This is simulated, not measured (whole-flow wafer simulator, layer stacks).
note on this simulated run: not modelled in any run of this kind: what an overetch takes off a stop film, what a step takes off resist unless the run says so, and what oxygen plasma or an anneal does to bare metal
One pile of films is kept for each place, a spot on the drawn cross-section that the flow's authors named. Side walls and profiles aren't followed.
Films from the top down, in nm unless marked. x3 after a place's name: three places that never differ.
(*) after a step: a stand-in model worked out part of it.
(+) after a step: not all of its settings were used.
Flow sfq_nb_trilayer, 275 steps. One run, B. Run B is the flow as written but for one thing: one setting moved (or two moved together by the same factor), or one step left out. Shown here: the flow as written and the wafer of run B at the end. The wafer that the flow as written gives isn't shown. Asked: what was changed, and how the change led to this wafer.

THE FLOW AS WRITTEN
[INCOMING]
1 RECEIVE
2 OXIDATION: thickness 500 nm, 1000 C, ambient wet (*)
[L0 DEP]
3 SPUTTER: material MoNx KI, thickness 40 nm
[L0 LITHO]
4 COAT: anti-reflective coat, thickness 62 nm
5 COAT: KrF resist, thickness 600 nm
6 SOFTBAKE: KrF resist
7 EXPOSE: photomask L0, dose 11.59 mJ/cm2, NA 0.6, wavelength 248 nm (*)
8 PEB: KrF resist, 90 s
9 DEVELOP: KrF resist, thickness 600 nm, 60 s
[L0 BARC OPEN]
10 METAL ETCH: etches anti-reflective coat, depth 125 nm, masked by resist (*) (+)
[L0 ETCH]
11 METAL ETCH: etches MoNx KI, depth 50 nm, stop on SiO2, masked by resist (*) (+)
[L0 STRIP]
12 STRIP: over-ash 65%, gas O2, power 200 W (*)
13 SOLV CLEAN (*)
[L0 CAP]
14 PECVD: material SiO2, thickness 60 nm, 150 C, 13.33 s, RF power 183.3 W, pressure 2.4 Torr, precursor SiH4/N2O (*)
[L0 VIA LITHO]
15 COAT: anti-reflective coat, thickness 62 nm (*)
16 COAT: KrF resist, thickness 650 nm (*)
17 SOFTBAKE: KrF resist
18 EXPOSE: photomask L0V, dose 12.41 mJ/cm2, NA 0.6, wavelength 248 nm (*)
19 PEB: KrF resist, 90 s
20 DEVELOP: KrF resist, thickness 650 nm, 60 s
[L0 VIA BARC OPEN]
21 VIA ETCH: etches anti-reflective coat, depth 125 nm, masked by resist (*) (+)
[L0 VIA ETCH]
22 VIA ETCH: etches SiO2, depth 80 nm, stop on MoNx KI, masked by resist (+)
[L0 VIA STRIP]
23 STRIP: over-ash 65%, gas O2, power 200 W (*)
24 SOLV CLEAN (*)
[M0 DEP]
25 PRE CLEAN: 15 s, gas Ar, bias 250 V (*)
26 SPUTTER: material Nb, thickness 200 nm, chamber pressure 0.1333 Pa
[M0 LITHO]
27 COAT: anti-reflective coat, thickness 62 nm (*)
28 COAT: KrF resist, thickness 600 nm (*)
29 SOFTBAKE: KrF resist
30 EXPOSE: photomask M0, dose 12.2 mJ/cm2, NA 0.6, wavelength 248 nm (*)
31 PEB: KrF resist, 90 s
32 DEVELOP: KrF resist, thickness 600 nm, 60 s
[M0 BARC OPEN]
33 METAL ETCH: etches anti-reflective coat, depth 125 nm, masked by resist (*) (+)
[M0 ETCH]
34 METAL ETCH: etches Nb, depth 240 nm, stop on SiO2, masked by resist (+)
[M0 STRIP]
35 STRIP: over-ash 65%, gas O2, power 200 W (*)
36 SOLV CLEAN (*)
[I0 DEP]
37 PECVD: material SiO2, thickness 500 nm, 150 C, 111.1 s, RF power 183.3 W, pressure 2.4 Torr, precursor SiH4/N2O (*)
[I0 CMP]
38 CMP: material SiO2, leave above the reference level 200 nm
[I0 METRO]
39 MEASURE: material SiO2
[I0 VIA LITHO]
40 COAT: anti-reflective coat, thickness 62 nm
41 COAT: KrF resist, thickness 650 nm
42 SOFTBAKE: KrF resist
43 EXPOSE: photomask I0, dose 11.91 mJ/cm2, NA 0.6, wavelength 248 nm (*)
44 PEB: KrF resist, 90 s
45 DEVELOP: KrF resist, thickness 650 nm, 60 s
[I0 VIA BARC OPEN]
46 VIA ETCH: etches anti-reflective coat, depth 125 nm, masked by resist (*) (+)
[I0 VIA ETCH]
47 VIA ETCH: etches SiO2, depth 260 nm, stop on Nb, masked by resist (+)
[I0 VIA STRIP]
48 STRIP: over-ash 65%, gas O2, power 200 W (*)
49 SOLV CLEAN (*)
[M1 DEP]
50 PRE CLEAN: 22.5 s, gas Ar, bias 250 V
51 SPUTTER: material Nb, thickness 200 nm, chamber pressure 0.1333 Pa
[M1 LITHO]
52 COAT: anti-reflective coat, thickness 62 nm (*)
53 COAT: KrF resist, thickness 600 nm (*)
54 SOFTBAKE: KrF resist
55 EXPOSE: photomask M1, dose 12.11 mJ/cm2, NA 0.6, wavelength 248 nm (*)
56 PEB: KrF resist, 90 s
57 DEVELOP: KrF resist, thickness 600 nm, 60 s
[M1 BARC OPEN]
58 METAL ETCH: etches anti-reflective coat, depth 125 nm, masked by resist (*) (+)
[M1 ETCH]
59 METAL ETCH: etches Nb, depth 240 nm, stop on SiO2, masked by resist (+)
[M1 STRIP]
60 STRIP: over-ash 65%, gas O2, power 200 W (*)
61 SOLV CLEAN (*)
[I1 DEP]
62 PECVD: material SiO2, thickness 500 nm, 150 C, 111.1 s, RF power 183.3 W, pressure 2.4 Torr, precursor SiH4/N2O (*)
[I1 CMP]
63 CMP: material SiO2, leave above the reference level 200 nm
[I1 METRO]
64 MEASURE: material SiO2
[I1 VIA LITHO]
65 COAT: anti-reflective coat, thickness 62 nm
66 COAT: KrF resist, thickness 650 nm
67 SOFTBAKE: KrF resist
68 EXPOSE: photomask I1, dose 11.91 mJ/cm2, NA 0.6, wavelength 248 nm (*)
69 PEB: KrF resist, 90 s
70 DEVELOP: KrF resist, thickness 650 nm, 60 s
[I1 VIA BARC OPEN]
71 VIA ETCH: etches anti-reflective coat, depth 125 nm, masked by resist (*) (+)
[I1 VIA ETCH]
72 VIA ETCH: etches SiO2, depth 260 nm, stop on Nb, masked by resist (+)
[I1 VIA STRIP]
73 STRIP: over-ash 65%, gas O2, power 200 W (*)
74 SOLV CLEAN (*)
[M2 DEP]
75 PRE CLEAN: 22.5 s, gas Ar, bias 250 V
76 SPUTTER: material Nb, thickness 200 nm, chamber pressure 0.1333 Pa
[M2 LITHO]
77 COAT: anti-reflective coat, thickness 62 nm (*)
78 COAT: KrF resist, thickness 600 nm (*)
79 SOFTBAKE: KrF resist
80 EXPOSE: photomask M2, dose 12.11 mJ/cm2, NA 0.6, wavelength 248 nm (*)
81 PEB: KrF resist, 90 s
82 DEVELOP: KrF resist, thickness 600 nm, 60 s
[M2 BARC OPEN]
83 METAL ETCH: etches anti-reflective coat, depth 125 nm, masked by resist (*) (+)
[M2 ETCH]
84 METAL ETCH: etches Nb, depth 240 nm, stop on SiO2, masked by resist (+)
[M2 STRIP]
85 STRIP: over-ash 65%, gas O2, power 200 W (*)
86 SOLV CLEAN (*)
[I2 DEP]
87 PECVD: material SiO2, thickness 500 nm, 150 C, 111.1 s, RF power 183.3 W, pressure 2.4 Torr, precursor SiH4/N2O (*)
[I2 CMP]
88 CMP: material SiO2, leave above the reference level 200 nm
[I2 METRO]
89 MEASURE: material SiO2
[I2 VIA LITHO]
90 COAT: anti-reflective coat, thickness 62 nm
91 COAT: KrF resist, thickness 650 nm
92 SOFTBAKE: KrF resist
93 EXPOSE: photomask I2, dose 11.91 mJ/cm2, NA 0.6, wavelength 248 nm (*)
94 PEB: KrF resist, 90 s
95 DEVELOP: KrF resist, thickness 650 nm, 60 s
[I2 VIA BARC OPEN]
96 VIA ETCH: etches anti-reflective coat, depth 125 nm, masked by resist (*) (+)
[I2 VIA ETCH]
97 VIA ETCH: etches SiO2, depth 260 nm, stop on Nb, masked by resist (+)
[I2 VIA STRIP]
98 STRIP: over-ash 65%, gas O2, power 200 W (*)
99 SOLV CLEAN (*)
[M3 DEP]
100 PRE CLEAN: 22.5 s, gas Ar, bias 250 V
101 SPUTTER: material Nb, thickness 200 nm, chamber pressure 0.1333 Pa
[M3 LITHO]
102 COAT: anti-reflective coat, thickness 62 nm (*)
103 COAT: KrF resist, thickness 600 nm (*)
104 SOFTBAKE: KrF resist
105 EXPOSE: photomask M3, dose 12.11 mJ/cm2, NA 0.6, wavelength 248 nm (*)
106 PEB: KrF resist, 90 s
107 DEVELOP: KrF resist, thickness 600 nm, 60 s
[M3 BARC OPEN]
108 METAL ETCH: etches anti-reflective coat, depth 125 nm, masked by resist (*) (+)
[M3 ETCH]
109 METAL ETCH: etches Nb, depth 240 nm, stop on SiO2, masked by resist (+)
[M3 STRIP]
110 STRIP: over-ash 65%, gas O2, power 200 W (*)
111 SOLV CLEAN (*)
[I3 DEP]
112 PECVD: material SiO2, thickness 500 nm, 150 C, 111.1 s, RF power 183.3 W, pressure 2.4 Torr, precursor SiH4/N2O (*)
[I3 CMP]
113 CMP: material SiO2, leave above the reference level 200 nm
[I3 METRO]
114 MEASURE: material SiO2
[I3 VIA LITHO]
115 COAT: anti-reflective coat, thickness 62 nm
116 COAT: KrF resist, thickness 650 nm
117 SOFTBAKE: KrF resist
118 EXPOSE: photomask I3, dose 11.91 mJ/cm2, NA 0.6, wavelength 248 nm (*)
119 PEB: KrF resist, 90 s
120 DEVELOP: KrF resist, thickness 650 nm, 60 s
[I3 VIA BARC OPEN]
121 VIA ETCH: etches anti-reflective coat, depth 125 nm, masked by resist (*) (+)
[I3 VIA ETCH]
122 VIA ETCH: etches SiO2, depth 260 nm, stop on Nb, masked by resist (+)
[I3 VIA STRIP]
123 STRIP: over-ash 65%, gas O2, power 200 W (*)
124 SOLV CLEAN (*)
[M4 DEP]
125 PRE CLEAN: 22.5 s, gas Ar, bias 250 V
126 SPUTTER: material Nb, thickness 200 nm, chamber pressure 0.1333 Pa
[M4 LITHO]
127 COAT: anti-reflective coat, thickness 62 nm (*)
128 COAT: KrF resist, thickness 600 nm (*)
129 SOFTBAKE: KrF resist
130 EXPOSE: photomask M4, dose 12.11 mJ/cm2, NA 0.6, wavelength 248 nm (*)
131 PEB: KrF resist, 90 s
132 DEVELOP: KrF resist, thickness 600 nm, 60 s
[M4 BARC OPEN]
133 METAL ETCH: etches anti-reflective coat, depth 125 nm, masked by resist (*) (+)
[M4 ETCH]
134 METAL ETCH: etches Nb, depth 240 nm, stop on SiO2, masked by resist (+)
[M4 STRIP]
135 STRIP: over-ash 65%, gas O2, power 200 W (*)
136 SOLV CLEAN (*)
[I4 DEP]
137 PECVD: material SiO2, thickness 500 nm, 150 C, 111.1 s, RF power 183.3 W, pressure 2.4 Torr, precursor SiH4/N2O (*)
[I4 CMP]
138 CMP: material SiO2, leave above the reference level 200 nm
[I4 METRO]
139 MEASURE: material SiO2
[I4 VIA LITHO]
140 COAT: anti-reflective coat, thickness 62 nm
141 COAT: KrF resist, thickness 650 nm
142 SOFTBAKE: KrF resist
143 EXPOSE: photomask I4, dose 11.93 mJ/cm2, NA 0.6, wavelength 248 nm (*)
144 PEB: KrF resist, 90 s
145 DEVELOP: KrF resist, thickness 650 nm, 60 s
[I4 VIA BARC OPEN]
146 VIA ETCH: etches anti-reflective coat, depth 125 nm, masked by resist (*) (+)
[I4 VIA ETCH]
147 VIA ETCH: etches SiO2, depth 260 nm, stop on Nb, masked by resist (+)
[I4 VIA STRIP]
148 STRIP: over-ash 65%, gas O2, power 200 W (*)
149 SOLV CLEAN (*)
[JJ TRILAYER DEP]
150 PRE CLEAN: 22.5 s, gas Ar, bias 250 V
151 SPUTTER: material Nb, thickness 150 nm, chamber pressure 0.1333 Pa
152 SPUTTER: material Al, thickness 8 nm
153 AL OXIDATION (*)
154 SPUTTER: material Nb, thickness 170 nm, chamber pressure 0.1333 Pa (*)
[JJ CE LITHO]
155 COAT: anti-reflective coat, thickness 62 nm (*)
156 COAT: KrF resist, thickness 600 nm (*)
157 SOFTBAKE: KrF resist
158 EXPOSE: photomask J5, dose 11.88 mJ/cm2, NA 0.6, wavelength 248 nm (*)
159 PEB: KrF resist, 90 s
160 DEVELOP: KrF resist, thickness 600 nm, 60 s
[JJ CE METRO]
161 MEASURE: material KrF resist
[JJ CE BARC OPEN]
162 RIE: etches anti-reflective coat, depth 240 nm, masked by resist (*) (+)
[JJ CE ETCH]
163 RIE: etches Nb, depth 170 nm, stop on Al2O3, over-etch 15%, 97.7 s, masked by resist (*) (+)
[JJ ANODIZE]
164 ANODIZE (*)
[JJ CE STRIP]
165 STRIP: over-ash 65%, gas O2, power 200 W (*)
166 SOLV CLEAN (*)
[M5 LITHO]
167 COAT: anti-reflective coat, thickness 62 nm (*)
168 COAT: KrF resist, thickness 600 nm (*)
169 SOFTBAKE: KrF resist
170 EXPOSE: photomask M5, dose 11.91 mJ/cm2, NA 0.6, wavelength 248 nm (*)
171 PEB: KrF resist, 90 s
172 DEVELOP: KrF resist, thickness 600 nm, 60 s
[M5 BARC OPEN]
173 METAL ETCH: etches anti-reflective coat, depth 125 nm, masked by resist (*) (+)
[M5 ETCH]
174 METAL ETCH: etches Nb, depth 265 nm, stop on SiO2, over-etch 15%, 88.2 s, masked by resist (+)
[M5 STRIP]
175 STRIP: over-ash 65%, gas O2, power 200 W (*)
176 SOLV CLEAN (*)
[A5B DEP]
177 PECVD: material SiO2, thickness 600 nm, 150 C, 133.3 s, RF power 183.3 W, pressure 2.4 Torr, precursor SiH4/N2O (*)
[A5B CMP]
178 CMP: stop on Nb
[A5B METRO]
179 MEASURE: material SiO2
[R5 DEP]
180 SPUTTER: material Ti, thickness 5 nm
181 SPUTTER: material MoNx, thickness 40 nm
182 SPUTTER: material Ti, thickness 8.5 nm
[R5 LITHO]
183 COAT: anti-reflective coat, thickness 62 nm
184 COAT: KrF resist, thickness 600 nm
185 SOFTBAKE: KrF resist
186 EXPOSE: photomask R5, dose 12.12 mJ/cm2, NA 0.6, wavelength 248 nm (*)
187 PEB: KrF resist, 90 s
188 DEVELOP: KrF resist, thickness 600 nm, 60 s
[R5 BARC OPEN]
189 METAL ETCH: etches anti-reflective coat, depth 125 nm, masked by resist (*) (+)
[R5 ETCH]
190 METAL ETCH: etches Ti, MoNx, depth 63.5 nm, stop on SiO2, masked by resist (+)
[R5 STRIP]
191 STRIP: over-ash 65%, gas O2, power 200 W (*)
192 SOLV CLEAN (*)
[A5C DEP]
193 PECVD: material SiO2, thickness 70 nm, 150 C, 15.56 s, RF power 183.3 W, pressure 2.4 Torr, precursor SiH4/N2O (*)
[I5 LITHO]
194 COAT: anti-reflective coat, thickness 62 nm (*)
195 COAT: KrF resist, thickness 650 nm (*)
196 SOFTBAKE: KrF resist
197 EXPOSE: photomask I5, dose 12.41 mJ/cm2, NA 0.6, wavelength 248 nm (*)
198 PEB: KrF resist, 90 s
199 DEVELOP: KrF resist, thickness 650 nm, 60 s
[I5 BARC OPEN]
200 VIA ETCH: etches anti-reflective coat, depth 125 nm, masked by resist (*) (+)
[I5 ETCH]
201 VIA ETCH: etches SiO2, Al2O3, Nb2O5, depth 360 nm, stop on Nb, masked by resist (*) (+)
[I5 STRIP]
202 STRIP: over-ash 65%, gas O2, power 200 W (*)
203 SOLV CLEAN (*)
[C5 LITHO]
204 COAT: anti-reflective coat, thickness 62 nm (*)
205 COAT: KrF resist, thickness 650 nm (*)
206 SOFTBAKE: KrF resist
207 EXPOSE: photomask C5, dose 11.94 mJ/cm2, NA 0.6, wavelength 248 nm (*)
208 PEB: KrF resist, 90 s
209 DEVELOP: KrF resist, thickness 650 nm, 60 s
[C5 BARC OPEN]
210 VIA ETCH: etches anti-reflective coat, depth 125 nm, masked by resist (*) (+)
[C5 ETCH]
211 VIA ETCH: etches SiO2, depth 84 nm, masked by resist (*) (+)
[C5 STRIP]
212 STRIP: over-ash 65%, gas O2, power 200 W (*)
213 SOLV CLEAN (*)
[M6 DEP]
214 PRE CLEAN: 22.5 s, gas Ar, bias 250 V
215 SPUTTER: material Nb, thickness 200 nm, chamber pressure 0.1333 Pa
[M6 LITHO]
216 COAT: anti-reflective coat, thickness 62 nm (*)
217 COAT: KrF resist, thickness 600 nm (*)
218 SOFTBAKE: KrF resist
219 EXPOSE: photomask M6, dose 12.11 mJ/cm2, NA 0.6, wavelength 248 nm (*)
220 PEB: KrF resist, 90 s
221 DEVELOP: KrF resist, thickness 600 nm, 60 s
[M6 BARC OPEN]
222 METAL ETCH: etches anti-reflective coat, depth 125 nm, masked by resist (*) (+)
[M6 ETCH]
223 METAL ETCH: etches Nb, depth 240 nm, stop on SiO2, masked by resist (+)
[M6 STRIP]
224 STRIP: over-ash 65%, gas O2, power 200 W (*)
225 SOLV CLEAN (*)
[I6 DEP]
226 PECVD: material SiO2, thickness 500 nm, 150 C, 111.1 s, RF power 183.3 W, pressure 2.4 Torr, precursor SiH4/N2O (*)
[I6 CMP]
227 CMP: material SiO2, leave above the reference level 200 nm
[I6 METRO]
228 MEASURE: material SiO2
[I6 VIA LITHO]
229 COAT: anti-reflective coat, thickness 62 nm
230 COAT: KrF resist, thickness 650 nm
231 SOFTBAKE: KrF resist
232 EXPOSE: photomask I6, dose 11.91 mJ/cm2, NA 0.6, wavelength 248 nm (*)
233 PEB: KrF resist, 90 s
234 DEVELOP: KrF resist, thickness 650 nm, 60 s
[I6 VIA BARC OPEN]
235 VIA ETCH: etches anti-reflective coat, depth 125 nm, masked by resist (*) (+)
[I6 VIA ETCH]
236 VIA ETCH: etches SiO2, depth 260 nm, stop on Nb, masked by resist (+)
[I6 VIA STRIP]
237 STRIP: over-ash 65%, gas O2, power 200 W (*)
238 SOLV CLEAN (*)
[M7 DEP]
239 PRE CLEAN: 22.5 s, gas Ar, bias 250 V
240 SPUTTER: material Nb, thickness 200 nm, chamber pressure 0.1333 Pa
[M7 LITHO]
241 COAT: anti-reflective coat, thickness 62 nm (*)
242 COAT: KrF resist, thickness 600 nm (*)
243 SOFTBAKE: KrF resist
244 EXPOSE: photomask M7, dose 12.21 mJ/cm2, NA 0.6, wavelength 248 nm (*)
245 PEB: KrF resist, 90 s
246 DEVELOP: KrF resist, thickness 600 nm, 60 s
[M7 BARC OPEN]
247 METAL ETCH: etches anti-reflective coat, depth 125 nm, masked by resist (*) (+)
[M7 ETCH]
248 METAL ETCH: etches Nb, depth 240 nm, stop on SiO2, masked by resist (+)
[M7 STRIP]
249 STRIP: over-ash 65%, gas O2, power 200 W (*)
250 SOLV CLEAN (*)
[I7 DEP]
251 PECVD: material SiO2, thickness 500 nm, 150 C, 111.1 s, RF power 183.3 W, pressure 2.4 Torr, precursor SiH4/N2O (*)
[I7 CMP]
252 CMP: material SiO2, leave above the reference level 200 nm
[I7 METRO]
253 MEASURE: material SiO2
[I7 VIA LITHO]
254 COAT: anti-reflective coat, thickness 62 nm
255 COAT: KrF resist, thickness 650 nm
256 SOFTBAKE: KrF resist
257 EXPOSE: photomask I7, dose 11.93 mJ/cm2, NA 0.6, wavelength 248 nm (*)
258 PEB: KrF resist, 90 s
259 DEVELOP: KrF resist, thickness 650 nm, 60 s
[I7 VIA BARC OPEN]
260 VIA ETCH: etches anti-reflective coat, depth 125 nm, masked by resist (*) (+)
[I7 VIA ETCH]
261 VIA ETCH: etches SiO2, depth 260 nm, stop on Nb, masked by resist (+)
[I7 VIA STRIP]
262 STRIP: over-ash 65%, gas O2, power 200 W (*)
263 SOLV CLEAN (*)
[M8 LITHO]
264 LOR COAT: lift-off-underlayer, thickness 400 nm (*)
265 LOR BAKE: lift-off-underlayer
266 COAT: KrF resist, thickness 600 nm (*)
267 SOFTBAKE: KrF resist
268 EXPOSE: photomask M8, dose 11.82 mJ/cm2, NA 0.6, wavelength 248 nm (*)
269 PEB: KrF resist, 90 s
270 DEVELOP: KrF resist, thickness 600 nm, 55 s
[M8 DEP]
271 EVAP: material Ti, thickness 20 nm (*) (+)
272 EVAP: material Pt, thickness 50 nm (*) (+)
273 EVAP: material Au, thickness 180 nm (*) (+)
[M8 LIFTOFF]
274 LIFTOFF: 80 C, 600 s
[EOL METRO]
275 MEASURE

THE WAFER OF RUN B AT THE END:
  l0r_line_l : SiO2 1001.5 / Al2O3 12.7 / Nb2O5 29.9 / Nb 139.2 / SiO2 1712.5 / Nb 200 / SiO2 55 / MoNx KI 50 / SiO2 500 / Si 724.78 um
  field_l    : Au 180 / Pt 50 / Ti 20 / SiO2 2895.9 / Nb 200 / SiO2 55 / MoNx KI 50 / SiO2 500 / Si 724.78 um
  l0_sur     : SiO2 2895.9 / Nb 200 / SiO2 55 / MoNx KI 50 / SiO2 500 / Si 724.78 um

The cause: step 3, SPUTTER: thickness 50 nm was run, where the flow has thickness 40 nm.
It can be read off the wafer: l0r_line_l has MoNx KI 50, and step 3 as written asks for 40 nm.

How the change led to this, step by step:
  3 SPUTTER: material MoNx KI, thickness 40 nm
      field_l, v_sur, via_wl and 103 more: MoNx KI +50 (new film) (as written it would be: MoNx KI +40 (new film))
  11 METAL ETCH: etches MoNx KI, depth 50 nm, stop on SiO2, masked by resist (*) (+)
      v_sur, via_wl, via_w and 97 more: MoNx KI -50 (all of it) (as written it would be: MoNx KI -40 (all of it))
  15 COAT: anti-reflective coat, thickness 62 nm (*)
      field_l: anti-reflective coat +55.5 (new film) (as written it would be: anti-reflective coat +56.7 (new film))
      v_sur: anti-reflective coat +74.9 (new film) (as written it would be: anti-reflective coat +72.2 (new film))
      (and at 2 more places)
  23 STRIP: over-ash 65%, gas O2, power 200 W (*)
      field_l: KrF resist -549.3 (all of it), anti-reflective coat -55.5 (all of it) (as written it would be: KrF resist -551.4 (all of it), anti-reflective coat -56.7 (all of it))
      v_sur: KrF resist -573.1 (all of it), anti-reflective coat -74.9 (all of it) (as written it would be: KrF resist -570.5 (all of it), anti-reflective coat -72.2 (all of it))
      (and at 2 more places)
  27 COAT: anti-reflective coat, thickness 62 nm (*)
      v_sur: anti-reflective coat +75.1 (new film) (as written it would be: anti-reflective coat +72.3 (new film))
      l0_sur: anti-reflective coat +46.5 (new film) (as written it would be: anti-reflective coat +47.5 (new film))
      (and at 1 more place)
  35 STRIP: over-ash 65%, gas O2, power 200 W (*)
      v_sur: KrF resist -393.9 (all of it), anti-reflective coat -75.1 (all of it) (as written it would be: KrF resist -391.6 (all of it), anti-reflective coat -72.3 (all of it))
      l0_sur: KrF resist -369.2 (all of it), anti-reflective coat -46.5 (all of it) (as written it would be: KrF resist -372 (all of it), anti-reflective coat -47.5 (all of it))
      (and at 1 more place)
  38 CMP: material SiO2, leave above the reference level 200 nm
      field_l, l0_sur, l0r_line_l, l0r_line_c, l0r_line_r: SiO2 -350 (as written it would be: SiO2 -340)
      l0v: SiO2 -287.8 (as written it would be: SiO2 -277.8)
